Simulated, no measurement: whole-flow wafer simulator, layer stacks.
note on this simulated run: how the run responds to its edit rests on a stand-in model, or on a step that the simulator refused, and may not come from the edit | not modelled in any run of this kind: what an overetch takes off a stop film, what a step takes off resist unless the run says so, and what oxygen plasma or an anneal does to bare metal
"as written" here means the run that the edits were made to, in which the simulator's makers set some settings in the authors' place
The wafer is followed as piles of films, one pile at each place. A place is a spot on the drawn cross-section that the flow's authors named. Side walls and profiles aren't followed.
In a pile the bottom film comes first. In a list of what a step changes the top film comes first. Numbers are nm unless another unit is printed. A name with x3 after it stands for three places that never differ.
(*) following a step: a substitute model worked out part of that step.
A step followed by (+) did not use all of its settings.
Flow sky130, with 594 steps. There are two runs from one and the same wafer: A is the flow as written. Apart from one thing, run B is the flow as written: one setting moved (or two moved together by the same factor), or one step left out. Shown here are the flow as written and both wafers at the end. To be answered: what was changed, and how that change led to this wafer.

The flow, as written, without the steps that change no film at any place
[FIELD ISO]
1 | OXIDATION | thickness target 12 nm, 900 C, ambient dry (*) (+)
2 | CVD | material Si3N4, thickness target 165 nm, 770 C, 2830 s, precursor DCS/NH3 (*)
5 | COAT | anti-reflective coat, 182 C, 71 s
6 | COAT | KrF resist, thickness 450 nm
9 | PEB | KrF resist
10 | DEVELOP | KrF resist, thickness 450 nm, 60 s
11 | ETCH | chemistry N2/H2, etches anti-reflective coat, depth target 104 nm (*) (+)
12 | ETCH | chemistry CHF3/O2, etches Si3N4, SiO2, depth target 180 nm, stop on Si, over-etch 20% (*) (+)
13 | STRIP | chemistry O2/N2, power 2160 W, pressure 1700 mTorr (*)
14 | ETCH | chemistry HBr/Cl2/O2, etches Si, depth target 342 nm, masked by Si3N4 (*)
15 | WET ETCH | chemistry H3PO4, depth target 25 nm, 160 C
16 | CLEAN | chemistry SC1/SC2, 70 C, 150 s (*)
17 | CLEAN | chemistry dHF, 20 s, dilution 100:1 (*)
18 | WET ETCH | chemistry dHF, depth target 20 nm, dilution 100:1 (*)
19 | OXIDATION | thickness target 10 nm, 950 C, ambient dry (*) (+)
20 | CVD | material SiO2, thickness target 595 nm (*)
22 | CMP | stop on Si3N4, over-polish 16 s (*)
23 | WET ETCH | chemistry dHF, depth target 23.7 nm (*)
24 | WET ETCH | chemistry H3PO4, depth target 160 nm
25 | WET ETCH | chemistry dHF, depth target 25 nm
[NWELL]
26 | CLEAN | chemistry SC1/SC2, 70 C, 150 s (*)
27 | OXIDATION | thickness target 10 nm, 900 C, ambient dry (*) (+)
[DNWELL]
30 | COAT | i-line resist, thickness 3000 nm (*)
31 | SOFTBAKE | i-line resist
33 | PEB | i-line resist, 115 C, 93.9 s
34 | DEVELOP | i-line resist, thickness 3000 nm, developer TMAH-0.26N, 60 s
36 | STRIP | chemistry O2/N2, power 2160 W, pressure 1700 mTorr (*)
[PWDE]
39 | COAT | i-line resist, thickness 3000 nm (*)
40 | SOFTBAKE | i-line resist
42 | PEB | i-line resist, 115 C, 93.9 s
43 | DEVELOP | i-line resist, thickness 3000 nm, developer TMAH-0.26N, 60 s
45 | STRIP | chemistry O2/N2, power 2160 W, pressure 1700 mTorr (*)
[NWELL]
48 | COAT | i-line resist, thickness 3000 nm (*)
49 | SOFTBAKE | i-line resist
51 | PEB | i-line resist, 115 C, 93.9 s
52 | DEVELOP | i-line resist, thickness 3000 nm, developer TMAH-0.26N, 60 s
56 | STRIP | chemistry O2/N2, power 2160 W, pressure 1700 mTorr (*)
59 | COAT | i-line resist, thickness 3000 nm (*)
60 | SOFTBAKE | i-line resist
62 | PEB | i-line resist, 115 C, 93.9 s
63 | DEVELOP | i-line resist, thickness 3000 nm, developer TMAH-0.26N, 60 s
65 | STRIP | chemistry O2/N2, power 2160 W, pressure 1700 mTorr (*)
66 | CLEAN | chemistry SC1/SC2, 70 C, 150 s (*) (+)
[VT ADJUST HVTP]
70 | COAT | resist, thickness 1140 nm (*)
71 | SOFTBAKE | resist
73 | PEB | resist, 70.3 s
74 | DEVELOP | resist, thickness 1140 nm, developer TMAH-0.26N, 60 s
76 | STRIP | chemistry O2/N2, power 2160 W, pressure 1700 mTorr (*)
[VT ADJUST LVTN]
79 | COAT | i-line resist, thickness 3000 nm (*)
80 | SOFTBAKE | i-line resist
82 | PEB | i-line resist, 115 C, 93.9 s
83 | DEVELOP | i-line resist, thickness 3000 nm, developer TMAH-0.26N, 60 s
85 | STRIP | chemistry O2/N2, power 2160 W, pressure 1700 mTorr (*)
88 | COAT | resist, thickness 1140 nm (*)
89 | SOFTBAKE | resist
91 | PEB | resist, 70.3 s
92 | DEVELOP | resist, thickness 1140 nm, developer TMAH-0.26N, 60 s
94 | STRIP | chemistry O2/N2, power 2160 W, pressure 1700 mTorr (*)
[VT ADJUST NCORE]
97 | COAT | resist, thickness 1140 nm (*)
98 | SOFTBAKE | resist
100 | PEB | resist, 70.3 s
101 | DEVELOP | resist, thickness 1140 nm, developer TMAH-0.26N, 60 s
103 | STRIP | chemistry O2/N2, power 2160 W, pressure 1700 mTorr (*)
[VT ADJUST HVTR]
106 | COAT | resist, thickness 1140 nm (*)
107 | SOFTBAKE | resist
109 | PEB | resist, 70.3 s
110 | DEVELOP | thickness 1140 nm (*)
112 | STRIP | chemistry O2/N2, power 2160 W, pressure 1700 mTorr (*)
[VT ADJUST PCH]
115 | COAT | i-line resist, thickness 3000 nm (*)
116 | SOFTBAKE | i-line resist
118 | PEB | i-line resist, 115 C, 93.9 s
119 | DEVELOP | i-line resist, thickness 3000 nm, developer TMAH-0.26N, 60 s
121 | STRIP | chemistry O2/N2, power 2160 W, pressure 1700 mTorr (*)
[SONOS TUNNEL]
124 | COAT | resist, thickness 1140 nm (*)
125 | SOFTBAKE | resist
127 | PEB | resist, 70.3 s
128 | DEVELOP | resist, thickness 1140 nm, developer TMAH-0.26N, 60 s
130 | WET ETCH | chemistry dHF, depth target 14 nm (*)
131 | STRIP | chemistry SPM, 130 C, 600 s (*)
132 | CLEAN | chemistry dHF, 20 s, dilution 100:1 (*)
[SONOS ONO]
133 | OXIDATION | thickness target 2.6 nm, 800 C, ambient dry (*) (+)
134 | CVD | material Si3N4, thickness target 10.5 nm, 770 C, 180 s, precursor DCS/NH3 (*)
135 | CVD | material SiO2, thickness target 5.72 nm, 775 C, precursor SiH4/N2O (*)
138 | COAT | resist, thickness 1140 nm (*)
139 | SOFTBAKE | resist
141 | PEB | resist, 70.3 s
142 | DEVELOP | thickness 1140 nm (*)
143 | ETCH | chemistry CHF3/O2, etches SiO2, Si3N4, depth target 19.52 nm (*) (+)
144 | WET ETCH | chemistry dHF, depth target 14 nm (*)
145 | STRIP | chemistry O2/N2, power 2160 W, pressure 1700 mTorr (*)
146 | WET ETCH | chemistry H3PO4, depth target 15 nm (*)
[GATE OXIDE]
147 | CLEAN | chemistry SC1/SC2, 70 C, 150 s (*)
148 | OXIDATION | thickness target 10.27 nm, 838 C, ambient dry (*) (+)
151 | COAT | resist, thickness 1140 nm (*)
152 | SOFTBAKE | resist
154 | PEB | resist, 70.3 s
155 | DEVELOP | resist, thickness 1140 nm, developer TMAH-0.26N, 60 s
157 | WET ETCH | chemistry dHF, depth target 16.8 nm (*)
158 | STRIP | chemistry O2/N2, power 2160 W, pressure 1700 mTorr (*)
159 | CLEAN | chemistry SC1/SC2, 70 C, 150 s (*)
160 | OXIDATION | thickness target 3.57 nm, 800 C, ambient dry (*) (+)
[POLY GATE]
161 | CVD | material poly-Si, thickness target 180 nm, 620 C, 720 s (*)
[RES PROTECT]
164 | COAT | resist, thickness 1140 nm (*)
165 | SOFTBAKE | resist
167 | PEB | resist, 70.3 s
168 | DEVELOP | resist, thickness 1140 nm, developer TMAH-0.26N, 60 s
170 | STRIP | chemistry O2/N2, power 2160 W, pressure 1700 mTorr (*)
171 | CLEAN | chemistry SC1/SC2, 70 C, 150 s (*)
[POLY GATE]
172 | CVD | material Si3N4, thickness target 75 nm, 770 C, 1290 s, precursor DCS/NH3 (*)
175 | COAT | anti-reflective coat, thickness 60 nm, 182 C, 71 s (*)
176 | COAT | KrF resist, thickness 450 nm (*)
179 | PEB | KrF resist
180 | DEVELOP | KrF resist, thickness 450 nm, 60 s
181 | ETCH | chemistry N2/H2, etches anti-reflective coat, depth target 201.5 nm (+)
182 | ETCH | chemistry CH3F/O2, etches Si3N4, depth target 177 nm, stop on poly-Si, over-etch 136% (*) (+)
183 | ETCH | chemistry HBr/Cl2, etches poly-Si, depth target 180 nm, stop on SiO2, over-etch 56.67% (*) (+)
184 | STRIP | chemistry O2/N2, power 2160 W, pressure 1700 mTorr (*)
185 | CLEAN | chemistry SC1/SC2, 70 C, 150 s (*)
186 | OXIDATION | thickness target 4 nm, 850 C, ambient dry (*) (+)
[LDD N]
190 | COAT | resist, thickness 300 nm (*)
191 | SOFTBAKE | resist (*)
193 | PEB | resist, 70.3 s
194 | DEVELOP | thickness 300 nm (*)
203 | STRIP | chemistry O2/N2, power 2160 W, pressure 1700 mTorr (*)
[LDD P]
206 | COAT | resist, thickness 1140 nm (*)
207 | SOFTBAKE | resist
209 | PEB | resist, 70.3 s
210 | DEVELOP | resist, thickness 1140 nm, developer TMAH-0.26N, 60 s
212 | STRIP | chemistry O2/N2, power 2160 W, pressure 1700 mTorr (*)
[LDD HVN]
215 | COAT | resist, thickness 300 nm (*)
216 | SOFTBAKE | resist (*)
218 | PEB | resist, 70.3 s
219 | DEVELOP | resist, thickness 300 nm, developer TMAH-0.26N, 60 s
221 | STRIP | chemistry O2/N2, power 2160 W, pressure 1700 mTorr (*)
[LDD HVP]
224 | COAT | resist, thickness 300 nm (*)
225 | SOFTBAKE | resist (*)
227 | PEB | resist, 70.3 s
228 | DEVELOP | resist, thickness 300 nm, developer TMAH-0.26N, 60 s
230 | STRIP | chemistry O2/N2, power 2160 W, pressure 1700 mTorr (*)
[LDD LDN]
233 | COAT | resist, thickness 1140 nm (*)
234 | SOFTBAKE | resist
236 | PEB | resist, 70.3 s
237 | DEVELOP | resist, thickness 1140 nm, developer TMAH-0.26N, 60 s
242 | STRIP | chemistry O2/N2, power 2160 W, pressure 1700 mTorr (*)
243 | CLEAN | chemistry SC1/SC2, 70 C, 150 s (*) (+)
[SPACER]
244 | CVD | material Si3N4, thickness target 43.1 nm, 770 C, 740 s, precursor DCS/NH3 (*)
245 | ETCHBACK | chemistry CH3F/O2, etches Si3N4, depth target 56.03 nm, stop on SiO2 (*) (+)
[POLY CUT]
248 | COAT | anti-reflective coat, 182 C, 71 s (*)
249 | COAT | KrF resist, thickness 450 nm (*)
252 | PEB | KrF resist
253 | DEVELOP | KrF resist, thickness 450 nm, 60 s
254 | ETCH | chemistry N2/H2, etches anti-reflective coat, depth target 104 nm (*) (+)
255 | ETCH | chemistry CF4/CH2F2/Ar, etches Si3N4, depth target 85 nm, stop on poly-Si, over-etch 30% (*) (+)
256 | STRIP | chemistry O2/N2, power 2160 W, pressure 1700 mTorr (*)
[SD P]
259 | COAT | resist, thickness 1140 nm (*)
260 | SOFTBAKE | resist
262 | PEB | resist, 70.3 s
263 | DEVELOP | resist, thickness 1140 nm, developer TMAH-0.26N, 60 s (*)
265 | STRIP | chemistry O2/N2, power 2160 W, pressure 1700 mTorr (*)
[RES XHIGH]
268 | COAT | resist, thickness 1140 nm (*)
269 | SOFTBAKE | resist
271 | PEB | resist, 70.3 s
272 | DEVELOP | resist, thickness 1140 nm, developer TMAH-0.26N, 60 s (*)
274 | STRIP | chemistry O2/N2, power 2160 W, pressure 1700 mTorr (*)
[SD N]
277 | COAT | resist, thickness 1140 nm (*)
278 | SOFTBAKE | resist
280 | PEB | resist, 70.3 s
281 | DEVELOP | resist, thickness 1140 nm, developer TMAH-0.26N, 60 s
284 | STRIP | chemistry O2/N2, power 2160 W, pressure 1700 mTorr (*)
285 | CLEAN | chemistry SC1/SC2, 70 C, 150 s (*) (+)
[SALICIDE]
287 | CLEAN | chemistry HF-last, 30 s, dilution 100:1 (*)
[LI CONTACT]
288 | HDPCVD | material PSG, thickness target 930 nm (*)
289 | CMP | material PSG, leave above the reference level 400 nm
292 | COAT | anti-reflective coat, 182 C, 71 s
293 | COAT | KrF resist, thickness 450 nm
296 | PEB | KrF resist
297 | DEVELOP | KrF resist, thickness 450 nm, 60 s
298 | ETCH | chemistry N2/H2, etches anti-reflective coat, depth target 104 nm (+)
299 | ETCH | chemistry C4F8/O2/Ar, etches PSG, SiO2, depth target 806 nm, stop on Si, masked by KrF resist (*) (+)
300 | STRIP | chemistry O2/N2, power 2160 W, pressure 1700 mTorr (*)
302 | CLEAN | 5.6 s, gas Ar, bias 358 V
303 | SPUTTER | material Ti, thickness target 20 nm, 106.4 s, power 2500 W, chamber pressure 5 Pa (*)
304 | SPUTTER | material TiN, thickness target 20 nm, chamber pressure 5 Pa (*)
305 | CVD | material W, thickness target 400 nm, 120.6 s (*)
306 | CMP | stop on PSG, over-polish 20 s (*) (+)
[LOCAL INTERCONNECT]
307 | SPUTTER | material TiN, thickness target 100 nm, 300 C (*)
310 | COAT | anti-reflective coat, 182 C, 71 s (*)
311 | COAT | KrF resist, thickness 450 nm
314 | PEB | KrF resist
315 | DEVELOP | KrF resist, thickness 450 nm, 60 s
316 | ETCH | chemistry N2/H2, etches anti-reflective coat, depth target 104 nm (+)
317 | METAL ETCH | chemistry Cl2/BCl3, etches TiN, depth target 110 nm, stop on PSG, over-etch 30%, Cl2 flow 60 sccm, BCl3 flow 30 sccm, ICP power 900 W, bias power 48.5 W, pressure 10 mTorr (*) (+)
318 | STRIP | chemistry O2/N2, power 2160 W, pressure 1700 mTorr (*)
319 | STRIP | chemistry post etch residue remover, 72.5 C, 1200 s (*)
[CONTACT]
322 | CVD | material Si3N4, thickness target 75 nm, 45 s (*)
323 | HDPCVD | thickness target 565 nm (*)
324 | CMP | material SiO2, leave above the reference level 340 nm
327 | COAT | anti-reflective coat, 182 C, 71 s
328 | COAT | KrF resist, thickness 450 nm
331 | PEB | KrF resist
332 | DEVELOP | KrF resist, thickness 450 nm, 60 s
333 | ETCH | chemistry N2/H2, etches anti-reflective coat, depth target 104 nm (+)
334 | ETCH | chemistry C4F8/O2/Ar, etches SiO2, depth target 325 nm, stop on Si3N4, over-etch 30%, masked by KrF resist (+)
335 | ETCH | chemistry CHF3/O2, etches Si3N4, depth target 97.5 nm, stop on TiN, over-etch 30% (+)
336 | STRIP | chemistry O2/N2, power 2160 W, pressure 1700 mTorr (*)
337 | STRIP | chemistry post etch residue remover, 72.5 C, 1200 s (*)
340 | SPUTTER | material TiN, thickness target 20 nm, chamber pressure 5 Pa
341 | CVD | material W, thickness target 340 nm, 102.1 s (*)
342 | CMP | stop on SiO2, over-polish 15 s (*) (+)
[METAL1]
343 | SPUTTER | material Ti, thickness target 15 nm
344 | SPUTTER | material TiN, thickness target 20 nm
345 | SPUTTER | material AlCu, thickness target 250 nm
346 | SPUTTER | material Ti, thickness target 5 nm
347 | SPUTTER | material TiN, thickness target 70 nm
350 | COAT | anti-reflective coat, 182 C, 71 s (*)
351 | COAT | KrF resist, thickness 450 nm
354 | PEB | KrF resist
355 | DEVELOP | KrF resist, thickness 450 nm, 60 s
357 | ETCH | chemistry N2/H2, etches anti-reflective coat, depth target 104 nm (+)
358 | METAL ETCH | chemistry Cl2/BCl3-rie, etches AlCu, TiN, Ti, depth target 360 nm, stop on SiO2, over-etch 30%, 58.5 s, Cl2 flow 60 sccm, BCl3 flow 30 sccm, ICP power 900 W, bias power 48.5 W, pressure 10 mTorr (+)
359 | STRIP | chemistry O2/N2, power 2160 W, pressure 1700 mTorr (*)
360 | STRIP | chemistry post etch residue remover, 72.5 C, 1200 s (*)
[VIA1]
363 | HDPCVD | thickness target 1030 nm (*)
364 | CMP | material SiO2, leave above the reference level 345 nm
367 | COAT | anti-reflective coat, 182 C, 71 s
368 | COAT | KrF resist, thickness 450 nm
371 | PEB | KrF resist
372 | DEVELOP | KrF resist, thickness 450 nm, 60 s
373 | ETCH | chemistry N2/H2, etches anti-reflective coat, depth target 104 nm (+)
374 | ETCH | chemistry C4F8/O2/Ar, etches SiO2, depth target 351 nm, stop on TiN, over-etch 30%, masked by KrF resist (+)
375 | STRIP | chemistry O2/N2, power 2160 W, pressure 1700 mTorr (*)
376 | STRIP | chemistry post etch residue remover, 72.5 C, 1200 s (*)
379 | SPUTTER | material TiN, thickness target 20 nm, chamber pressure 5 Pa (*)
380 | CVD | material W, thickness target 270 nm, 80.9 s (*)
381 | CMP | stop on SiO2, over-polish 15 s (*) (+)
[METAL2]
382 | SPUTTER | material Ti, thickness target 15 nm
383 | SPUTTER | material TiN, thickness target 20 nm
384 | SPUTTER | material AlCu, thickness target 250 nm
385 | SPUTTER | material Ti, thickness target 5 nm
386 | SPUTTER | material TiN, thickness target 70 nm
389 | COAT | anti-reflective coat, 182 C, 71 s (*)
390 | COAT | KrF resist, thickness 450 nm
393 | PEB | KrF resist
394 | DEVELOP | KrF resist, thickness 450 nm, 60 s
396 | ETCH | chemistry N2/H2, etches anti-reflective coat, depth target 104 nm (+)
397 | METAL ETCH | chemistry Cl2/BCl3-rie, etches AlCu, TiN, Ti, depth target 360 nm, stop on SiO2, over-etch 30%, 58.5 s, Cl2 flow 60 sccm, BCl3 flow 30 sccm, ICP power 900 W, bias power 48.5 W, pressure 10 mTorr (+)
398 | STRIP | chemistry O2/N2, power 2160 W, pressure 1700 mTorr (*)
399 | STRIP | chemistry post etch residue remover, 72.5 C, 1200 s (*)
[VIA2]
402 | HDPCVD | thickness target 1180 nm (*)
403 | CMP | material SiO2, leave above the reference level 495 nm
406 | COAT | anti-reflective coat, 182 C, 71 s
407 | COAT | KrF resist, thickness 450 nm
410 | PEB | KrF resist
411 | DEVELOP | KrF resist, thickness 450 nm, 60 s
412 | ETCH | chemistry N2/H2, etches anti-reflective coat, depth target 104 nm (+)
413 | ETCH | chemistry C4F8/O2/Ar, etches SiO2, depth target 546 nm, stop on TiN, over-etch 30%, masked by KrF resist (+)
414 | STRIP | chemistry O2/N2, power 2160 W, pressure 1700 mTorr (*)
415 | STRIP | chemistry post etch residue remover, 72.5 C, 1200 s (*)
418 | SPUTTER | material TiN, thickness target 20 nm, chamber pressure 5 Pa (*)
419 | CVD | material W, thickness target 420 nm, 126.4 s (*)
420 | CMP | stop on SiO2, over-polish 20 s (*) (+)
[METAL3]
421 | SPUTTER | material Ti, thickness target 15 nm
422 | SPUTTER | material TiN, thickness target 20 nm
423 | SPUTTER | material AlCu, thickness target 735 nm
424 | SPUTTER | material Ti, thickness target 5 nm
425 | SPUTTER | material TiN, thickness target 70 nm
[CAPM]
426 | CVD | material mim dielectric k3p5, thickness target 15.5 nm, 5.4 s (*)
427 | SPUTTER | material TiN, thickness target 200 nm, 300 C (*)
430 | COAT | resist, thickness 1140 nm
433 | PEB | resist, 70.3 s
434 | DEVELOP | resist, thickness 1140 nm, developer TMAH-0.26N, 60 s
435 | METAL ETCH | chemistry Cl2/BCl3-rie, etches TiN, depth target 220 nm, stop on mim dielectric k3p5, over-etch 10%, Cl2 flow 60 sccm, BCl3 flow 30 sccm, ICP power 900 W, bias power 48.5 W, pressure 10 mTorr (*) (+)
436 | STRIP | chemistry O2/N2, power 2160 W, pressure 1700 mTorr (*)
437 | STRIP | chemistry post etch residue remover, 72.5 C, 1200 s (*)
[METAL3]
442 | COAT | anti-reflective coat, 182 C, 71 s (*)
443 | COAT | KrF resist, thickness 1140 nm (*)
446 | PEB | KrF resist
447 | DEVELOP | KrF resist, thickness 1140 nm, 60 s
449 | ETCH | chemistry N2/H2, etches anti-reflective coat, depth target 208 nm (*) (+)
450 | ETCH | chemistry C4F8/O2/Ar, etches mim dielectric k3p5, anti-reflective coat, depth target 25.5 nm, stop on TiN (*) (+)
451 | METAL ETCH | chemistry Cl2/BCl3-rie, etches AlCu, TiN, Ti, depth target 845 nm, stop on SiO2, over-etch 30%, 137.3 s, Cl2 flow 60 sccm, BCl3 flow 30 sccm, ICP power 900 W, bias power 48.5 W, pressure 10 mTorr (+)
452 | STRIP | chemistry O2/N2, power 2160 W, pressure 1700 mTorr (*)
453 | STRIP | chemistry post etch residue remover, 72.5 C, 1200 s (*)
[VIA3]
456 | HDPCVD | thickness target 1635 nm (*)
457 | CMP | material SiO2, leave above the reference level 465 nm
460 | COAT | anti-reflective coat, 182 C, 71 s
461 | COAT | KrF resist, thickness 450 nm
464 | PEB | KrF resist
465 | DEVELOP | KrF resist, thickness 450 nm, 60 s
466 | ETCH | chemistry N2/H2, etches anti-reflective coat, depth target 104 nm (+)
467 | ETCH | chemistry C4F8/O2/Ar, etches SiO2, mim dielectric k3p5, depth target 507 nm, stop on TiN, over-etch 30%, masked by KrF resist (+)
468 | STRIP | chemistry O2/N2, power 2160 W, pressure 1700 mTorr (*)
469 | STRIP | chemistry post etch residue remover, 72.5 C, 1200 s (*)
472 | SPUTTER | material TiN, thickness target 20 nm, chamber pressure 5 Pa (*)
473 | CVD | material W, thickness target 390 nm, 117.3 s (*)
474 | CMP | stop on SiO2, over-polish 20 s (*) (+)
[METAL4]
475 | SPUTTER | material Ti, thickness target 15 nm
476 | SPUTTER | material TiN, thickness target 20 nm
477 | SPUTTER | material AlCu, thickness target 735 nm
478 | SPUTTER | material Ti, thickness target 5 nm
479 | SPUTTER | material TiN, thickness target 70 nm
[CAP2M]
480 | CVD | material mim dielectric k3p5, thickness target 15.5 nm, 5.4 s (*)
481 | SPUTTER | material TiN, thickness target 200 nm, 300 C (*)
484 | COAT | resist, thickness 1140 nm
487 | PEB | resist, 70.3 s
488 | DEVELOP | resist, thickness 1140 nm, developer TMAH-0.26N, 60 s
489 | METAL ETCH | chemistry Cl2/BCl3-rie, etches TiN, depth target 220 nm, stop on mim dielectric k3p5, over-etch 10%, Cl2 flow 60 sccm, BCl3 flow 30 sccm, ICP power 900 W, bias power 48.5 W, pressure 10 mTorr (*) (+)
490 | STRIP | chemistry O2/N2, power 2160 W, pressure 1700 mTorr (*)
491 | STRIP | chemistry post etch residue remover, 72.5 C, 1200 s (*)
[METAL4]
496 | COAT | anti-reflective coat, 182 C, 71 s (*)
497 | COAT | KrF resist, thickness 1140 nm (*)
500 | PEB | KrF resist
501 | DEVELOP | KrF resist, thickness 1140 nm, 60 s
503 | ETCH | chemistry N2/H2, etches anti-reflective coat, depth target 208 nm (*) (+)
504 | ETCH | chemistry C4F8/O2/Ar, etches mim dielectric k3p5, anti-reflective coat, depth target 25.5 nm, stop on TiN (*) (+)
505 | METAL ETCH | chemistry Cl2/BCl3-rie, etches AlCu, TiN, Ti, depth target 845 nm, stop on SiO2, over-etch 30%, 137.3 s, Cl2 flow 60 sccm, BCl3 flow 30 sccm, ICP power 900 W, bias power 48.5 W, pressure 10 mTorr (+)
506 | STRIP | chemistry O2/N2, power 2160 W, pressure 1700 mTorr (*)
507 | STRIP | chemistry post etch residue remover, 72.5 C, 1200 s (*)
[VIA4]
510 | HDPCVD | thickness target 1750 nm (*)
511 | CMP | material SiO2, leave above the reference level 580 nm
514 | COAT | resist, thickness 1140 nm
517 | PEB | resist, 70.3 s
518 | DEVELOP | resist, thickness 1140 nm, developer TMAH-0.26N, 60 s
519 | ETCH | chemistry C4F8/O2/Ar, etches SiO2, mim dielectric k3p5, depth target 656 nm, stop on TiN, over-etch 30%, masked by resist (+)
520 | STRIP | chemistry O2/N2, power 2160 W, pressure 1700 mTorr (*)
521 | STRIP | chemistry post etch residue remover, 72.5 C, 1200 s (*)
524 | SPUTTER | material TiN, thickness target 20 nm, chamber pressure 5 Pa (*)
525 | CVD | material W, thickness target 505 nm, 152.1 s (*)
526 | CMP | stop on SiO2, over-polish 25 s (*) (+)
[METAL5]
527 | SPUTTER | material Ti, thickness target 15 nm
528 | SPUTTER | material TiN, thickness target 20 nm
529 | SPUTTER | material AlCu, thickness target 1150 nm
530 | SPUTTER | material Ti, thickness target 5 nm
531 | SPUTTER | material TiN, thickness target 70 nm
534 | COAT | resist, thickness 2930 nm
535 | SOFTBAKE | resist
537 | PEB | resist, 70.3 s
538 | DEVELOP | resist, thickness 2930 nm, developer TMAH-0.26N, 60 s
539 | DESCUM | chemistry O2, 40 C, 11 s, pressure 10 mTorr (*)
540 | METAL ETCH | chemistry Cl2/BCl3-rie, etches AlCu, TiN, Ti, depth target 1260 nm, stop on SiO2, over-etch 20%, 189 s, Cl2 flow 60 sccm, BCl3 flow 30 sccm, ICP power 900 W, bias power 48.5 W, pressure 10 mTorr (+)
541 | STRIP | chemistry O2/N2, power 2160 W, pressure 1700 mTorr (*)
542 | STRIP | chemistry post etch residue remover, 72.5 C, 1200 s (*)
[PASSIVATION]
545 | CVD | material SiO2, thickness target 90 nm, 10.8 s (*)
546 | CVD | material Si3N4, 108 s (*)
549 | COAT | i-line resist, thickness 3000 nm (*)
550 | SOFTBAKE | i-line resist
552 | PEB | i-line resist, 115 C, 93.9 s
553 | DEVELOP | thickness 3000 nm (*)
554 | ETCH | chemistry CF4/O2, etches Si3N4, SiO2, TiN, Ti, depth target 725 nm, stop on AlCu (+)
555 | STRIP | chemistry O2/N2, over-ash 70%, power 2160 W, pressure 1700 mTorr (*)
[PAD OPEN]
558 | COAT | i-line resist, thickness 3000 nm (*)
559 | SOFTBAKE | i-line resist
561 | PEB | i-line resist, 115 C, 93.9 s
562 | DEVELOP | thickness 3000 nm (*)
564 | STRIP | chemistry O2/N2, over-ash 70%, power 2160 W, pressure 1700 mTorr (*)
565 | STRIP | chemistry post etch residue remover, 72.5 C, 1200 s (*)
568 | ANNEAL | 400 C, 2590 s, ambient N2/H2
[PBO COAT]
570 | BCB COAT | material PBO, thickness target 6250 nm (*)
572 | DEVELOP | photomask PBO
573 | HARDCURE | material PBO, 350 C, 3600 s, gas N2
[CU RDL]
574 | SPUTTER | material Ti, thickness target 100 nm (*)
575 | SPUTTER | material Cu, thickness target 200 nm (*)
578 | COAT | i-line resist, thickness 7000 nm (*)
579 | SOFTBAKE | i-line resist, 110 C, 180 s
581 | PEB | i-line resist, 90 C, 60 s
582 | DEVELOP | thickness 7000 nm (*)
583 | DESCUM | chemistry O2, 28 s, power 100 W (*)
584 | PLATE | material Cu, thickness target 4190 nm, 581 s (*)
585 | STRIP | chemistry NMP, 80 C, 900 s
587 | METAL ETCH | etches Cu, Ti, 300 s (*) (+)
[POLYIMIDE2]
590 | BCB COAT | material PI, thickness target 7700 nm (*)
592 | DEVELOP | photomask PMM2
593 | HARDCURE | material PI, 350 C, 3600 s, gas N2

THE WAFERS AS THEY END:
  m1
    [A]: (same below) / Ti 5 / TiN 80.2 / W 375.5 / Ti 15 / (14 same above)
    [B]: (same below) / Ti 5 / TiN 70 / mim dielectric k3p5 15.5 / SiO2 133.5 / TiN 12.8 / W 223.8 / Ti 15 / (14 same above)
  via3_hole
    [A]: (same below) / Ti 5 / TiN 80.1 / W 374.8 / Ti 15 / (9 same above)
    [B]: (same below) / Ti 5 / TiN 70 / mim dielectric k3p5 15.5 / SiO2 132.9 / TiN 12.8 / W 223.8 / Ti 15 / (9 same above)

Cause: step 467, ETCH: depth target 241 nm was run, whereas the flow has depth target 507 nm.

How this came from the change, step by step:
  467 | ETCH | chemistry C4F8/O2/Ar, etches SiO2, mim dielectric k3p5, depth target 507 nm, stop on TiN, over-etch 30%, masked by KrF resist (+)
      m1: A SiO2 loses 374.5 (all of it), mim dielectric k3p5 loses 15.5 (all of it) | B SiO2 loses 241
      via3_hole: A SiO2 loses 373.9 (all of it), mim dielectric k3p5 loses 15.5 (all of it) | B SiO2 loses 241
      (also at 190 further places)
  468 | STRIP | chemistry O2/N2, power 2160 W, pressure 1700 mTorr (*)
      field, active, n_well and 187 more: A KrF resist loses 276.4 (all of it), anti-reflective coat loses 80 (all of it) | B KrF resist loses 329.6 (all of it), anti-reflective coat loses 80 (all of it)
  472 | SPUTTER | material TiN, thickness target 20 nm, chamber pressure 5 Pa (*)
      m1, via3_hole: A TiN gains 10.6 | B TiN gains 12.8 (new film)
  473 | CVD | material W, thickness target 390 nm, 117.3 s (*)
      m1: A W gains 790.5 (new film) | B W gains 638.8 (new film)
      via3_hole: A W gains 789.9 (new film) | B W gains 638.8 (new film)
Taking metal films that touch as one body, m1 has 3 bodies (between them, from the top down: SiO2 133.5 / mim dielectric k3p5 15.5; SiO2 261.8 / Si3N4 75); the flow as written gives 2 bodies (between them, from the top down: SiO2 261.8 / Si3N4 75).
Taking metal films that touch as one body, via3_hole has 2 bodies (between them, from the top down: SiO2 132.9 / mim dielectric k3p5 15.5); the flow as written gives 1 body.
